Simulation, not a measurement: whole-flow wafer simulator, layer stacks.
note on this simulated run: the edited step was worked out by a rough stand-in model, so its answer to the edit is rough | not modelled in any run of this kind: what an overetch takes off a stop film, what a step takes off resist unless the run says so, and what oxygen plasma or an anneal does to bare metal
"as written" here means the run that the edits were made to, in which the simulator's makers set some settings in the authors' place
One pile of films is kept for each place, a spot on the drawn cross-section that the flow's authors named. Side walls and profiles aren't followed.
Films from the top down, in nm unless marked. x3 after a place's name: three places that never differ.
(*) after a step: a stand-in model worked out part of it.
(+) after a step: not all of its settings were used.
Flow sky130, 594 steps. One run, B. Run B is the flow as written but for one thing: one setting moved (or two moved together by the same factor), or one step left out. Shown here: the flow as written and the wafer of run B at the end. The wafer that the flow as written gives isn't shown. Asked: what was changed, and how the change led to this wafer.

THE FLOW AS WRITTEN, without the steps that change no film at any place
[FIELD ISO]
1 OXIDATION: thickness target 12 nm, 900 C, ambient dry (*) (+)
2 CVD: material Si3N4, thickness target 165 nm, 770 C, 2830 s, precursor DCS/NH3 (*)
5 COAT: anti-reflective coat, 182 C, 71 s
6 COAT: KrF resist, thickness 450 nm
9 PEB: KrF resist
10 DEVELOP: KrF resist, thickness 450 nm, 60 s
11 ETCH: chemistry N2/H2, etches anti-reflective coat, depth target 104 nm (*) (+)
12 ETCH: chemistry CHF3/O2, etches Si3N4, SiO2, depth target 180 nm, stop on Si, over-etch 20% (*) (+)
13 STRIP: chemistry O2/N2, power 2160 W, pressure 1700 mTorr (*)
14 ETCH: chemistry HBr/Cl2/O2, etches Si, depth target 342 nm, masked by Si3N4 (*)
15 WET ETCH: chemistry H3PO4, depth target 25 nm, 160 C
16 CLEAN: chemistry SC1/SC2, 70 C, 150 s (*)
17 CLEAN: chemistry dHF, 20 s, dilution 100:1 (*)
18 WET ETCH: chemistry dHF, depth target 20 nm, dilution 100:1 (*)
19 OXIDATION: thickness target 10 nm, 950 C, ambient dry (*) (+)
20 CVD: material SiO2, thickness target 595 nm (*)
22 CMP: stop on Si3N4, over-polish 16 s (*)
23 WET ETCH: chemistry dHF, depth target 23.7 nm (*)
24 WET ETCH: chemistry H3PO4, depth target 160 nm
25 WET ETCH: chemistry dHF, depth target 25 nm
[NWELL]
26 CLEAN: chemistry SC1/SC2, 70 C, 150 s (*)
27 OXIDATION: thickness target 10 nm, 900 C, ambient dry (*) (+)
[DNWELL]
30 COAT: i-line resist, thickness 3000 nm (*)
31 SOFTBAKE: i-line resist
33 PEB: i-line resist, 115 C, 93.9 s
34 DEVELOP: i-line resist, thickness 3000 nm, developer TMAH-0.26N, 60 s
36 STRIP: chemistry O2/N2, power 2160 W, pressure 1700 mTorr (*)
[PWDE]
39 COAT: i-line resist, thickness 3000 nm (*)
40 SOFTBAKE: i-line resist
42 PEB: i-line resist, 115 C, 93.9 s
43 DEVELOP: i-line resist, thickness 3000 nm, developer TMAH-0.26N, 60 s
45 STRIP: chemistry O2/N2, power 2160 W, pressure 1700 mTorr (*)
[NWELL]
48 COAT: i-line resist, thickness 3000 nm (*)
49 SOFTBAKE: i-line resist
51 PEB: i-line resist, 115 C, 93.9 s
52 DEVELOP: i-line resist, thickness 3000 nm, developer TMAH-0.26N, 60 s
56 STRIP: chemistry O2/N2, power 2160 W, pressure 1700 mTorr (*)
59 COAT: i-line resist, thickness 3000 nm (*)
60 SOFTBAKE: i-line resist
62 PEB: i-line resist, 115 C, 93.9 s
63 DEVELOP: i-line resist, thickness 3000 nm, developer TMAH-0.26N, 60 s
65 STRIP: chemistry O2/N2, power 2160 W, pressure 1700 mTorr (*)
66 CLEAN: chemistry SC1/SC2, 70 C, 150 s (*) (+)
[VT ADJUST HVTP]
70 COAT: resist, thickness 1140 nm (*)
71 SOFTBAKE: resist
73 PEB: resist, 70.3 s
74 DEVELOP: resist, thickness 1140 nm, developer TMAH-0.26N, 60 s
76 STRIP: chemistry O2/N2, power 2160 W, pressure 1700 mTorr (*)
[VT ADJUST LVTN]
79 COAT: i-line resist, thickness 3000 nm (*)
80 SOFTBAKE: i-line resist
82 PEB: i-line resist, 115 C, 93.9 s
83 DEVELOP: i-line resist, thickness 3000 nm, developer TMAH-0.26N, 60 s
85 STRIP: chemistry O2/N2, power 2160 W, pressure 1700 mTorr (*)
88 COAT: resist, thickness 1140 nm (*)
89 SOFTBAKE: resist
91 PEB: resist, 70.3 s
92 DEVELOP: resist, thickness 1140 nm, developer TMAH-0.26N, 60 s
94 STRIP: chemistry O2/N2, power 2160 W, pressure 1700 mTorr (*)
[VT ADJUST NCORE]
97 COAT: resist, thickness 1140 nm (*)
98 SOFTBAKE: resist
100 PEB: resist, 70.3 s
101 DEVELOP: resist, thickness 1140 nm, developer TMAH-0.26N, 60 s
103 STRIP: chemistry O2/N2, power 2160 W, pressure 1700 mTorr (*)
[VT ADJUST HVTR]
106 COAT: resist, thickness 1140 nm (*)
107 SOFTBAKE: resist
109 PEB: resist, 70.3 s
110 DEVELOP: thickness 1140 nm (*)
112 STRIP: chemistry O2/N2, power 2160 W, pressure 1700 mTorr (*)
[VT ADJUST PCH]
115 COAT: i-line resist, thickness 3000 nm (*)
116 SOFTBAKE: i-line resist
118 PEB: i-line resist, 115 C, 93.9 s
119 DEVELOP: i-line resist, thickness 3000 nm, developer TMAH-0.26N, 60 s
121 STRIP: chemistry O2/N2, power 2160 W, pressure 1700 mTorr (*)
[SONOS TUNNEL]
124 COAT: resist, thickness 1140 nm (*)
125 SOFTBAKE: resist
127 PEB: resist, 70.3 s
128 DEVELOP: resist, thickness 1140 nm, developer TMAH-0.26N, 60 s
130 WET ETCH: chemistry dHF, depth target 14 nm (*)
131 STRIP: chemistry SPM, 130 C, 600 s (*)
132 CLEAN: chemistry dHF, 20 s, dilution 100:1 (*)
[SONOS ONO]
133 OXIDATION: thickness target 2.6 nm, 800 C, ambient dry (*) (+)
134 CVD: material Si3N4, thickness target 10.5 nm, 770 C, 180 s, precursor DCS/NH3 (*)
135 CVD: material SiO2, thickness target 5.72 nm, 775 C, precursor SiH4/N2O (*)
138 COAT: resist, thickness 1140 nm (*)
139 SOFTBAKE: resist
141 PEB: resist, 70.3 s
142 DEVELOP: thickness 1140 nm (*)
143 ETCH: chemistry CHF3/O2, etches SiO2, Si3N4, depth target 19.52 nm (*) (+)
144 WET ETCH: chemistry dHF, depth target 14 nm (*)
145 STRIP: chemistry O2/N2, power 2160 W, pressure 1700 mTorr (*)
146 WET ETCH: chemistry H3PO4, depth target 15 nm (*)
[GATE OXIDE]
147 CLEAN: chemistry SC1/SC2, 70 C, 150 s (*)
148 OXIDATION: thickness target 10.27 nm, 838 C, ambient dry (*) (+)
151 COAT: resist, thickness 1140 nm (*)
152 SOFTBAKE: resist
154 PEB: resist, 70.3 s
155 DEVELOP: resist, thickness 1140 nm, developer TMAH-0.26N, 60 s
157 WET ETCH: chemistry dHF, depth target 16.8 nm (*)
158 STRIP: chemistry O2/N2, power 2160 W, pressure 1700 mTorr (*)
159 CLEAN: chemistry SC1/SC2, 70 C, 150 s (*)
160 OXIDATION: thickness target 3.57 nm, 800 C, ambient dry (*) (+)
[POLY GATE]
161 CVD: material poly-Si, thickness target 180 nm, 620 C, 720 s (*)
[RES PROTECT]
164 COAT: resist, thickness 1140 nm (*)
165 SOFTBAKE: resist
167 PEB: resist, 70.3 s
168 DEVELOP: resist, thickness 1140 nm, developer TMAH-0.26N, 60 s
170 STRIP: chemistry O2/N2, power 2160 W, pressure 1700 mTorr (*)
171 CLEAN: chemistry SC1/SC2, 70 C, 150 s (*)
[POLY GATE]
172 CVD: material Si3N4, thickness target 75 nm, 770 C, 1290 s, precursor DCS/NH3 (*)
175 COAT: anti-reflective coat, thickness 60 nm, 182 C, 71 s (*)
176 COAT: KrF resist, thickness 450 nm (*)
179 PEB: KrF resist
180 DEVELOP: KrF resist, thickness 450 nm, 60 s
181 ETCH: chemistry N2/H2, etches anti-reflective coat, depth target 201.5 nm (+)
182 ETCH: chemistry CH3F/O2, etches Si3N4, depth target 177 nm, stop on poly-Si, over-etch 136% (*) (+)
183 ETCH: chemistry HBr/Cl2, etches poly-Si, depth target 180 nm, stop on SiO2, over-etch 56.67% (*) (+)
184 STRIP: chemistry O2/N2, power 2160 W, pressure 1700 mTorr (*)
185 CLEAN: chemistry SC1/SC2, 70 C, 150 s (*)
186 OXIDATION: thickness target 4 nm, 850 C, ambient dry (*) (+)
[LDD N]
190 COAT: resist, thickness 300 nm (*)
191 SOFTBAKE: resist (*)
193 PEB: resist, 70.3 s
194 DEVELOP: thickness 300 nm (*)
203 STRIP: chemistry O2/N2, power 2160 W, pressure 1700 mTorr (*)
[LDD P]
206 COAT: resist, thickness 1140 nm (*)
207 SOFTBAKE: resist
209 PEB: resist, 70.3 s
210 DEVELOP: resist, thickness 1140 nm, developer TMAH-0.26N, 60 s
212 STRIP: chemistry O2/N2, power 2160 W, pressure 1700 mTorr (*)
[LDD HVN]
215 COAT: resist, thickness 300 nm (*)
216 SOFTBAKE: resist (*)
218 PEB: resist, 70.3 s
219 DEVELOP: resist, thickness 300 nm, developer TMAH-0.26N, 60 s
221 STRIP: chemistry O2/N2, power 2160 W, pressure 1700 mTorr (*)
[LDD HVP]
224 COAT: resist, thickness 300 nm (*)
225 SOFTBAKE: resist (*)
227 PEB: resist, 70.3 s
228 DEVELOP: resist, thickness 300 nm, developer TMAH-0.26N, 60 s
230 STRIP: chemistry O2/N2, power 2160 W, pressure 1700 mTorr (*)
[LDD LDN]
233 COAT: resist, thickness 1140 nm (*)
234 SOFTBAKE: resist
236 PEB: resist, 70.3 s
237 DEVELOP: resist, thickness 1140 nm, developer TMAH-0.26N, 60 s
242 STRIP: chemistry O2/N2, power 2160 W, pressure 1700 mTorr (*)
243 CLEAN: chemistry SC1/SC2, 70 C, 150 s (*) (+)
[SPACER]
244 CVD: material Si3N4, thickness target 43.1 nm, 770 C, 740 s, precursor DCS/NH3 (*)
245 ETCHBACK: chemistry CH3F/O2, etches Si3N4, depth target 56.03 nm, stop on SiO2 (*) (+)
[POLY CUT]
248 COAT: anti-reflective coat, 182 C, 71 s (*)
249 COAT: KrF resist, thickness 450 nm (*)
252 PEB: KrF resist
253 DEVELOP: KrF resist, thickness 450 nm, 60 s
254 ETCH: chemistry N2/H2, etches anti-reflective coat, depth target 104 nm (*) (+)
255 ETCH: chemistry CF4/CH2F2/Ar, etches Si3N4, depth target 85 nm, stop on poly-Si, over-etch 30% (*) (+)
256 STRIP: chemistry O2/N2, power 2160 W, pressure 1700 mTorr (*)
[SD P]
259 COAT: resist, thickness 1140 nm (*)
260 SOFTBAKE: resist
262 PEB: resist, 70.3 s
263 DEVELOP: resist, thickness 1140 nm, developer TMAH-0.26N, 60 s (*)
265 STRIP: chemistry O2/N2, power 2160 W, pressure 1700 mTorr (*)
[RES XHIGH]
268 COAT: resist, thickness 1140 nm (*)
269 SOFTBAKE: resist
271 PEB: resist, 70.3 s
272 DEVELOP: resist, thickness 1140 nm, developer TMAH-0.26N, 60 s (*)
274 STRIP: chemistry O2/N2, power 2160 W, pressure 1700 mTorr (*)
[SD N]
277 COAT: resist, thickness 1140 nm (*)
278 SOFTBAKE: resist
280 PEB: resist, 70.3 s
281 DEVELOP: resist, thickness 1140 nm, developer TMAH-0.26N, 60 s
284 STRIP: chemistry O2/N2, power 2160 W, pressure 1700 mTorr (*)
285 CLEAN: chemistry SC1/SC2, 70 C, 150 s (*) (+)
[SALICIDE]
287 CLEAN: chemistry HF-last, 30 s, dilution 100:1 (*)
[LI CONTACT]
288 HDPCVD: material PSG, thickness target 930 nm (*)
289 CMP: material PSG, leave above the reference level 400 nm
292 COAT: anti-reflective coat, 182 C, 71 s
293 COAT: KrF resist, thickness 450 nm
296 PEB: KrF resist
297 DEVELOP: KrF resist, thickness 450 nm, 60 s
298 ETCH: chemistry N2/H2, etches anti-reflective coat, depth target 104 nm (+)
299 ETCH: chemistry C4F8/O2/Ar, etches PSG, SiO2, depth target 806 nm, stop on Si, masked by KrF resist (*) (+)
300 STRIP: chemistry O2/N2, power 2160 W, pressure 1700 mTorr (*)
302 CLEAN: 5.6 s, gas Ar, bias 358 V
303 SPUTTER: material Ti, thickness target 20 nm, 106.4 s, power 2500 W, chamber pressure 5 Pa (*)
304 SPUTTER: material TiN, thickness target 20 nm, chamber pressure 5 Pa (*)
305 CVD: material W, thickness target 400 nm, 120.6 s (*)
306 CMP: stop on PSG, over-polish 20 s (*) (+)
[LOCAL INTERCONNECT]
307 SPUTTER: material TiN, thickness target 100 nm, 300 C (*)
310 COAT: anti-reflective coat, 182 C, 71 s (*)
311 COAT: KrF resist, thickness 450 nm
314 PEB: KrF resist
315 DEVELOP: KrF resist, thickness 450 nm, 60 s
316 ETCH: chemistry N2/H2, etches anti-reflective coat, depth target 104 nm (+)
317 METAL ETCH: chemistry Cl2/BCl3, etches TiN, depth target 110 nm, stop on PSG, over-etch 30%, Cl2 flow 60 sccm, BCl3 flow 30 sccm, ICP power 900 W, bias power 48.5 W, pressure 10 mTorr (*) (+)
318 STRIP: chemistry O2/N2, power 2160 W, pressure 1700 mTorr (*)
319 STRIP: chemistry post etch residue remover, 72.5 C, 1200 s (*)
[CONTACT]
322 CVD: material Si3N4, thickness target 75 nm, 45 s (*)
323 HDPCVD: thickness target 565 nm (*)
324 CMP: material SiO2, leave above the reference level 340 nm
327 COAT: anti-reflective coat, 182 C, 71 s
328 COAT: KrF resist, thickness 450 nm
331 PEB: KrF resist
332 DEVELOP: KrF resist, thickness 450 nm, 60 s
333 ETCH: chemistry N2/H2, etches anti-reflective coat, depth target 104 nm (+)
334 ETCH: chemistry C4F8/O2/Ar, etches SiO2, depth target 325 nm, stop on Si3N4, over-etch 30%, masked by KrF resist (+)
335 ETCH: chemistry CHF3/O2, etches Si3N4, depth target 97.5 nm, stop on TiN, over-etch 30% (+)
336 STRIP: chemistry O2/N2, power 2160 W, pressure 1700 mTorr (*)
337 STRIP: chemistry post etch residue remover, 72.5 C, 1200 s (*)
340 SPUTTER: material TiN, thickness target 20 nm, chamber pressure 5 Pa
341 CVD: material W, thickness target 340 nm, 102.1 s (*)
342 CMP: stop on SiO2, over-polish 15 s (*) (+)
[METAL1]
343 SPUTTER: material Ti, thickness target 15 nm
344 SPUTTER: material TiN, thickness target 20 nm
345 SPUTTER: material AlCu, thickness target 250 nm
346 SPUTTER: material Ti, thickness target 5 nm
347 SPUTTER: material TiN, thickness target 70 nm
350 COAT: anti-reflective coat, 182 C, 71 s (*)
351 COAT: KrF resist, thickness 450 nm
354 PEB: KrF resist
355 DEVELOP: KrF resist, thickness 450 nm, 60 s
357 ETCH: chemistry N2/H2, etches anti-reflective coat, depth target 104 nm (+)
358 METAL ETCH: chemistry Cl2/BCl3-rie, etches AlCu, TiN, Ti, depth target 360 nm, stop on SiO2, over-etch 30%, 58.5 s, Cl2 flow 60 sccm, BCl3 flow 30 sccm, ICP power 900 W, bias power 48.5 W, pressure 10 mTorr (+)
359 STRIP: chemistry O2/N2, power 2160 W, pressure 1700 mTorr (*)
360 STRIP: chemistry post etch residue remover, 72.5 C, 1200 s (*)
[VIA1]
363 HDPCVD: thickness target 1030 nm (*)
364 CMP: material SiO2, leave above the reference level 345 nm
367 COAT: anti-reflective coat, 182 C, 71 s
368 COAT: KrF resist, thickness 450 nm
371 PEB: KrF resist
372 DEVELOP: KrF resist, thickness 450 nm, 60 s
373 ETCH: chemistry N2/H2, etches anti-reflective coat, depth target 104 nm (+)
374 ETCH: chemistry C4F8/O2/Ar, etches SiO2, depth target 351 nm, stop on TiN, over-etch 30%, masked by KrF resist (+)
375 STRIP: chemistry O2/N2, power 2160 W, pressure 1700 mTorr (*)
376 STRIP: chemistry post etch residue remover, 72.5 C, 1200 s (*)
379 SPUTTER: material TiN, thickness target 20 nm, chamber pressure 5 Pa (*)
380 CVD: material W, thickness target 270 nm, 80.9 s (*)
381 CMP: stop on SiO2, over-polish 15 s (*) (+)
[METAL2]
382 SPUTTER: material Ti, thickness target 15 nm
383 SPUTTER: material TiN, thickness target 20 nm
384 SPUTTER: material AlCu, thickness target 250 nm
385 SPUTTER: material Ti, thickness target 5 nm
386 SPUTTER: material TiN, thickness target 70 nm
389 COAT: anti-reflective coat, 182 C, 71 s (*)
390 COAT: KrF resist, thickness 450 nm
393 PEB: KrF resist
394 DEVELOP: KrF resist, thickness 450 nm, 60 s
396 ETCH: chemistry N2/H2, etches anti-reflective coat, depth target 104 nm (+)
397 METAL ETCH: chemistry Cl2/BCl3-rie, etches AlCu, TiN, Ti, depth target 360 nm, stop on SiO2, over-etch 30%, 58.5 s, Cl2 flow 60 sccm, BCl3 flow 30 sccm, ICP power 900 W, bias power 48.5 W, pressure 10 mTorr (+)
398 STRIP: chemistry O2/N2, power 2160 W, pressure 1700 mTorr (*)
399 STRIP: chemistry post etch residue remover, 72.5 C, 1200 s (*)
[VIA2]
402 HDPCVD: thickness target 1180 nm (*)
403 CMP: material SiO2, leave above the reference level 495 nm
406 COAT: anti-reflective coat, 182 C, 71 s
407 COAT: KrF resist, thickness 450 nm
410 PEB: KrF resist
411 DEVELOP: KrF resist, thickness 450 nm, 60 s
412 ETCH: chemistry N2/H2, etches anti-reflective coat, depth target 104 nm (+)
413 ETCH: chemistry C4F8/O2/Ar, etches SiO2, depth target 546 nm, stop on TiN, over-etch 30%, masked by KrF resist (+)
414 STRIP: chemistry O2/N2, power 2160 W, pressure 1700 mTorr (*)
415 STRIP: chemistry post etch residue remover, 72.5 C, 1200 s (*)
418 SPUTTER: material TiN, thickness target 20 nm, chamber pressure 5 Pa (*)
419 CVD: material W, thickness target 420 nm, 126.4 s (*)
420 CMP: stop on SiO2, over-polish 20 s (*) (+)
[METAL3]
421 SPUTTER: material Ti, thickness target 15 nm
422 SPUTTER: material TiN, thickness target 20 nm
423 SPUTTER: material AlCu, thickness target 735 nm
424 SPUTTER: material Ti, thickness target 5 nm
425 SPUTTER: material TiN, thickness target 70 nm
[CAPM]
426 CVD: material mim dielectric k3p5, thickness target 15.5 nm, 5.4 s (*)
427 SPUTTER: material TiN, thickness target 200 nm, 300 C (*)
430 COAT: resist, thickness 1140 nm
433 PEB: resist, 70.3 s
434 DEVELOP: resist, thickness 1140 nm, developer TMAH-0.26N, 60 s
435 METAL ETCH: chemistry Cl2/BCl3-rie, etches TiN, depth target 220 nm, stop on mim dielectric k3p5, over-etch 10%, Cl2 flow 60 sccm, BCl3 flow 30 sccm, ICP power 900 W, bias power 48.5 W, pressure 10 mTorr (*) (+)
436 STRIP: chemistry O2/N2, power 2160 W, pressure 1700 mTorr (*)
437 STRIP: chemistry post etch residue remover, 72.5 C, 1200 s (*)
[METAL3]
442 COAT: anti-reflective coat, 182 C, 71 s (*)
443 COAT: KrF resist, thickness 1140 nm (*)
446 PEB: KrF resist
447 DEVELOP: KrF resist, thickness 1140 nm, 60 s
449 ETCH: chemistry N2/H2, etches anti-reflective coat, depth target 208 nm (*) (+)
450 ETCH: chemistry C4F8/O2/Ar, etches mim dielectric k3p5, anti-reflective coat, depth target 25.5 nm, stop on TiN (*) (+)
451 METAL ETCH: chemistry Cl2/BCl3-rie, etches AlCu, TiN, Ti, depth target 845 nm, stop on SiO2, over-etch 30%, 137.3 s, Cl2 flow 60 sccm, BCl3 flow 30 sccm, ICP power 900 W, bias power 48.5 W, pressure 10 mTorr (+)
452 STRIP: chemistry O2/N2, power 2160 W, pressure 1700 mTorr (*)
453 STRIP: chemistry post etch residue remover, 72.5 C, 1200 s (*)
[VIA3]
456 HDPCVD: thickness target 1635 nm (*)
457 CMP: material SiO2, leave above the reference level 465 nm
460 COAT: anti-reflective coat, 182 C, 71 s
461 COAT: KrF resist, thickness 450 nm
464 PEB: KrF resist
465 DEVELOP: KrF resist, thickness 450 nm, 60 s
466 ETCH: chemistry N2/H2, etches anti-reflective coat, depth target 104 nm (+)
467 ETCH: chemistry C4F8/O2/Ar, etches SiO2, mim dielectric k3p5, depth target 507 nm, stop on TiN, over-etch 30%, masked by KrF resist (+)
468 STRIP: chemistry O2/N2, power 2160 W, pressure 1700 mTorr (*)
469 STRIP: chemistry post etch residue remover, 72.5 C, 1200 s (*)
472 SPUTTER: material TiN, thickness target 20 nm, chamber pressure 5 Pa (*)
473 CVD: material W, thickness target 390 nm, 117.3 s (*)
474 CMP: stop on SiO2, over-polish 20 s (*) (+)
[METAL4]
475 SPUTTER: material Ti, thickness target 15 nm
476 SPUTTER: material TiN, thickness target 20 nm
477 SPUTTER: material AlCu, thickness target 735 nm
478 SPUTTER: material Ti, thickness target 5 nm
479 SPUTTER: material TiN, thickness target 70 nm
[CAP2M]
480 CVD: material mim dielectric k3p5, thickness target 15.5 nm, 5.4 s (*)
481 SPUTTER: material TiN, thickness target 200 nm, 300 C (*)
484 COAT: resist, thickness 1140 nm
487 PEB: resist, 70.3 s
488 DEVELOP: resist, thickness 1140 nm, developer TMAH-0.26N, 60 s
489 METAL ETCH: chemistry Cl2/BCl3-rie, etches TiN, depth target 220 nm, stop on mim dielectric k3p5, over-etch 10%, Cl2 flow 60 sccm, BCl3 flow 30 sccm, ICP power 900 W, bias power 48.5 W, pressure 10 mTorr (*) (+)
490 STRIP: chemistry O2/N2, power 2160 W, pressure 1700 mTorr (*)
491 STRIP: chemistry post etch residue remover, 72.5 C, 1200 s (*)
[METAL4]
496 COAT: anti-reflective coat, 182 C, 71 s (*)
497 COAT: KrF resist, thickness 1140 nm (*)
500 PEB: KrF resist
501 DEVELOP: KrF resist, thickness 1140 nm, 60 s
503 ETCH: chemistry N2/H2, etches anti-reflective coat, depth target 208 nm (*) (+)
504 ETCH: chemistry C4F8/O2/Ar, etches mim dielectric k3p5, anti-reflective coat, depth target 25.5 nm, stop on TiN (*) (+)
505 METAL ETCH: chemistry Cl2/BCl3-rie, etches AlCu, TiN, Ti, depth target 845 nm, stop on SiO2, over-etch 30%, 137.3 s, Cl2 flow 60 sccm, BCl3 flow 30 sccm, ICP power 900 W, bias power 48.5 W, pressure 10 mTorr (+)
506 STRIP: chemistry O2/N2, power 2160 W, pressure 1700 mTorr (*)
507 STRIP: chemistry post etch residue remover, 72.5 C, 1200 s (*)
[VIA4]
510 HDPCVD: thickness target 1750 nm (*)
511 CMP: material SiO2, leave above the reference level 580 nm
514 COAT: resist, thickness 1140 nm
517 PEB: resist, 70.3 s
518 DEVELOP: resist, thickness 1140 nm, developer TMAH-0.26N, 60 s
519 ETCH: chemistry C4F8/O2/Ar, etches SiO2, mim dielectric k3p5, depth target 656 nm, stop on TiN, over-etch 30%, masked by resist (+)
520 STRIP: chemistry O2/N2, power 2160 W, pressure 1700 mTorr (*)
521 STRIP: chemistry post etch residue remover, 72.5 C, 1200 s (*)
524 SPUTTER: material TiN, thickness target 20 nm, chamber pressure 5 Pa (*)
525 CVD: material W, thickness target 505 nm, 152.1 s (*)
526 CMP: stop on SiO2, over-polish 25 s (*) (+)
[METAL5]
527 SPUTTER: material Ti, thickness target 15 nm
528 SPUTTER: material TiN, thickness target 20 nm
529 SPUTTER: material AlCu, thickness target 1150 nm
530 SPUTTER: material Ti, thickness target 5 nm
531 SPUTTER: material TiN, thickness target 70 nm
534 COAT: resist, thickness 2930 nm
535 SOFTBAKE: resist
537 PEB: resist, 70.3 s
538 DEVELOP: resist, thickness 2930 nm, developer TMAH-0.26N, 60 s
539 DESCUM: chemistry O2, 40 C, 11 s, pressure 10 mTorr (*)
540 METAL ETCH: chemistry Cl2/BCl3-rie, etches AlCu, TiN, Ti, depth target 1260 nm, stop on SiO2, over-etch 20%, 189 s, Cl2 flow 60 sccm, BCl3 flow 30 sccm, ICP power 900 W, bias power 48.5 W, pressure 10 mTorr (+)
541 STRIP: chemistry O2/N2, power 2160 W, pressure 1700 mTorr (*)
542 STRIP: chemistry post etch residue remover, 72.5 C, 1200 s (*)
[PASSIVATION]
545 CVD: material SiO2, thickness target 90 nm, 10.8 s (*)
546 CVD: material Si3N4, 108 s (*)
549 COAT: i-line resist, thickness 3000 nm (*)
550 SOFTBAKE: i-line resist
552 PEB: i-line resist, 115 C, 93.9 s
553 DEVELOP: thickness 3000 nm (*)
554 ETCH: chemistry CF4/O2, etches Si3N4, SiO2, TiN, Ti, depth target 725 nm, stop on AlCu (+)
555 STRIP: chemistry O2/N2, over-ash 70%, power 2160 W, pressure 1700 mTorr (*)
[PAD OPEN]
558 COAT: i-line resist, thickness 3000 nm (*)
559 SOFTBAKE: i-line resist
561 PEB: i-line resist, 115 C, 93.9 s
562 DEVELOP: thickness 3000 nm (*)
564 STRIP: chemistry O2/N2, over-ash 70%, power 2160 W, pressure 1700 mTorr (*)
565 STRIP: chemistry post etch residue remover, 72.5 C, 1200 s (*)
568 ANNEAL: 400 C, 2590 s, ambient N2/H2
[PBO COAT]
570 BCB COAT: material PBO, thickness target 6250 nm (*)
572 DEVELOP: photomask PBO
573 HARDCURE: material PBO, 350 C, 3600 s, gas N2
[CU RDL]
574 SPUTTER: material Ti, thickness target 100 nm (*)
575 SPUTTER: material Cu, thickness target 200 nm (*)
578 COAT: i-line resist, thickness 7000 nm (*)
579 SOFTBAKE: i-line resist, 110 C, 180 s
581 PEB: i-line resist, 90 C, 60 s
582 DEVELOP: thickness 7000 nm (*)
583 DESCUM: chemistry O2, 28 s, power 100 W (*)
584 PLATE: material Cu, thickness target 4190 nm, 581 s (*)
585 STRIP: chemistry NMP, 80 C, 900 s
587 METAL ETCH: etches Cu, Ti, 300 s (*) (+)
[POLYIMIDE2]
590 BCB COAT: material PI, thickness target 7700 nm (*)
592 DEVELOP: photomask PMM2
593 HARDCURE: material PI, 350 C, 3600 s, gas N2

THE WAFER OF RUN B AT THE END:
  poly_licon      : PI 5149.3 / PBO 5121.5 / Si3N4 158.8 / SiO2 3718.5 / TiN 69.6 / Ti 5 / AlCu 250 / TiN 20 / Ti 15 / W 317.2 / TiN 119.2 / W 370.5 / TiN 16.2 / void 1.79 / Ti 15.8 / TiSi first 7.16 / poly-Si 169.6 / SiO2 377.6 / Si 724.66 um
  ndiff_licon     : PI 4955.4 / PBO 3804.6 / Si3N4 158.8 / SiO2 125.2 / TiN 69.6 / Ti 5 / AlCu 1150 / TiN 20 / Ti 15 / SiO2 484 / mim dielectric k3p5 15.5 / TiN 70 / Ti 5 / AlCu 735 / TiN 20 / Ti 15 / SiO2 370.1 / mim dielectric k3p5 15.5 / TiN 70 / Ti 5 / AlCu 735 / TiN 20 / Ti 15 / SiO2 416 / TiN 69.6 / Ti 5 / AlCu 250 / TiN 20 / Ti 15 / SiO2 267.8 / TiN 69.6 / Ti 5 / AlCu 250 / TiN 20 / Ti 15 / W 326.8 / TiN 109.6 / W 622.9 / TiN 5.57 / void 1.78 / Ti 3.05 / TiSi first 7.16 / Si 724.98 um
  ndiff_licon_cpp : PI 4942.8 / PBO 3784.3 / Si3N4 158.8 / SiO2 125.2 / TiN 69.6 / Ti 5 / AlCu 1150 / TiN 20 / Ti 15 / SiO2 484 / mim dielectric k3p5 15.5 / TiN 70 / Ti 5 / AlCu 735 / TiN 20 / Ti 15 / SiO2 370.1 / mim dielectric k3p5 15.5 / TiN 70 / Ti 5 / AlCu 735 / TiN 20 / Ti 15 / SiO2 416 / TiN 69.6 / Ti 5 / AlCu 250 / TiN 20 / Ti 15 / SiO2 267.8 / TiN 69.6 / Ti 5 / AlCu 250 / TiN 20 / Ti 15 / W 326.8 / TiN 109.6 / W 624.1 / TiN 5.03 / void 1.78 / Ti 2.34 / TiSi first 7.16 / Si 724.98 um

The cause: step 304, SPUTTER: thickness target 16.2 nm was run, where the flow has thickness target 20 nm.
It can be read off the wafer: poly_licon has TiN 16.2, and step 304 as written asks for 20 nm.

How the change led to this, step by step:
  304 SPUTTER: material TiN, thickness target 20 nm, chamber pressure 5 Pa (*)
      field, active, n_well and 185 more: TiN +16.2 (new film) (as written it would be: TiN +20 (new film))
      ndiff_licon: TiN +5.57 (new film) (as written it would be: TiN +6.83 (new film))
      (and at 2 more places)
  306 CMP: stop on PSG, over-polish 20 s (*) (+)
      field, active, n_well and 184 more: W -400 (all of it), TiN -16.2 (all of it), Ti -20 (all of it), PSG -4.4 (as written it would be: W -400 (all of it), TiN -20 (all of it), Ti -20 (all of it), PSG -4.4)
      poly_licon: W -29.5 (as written it would be: W -33.3)
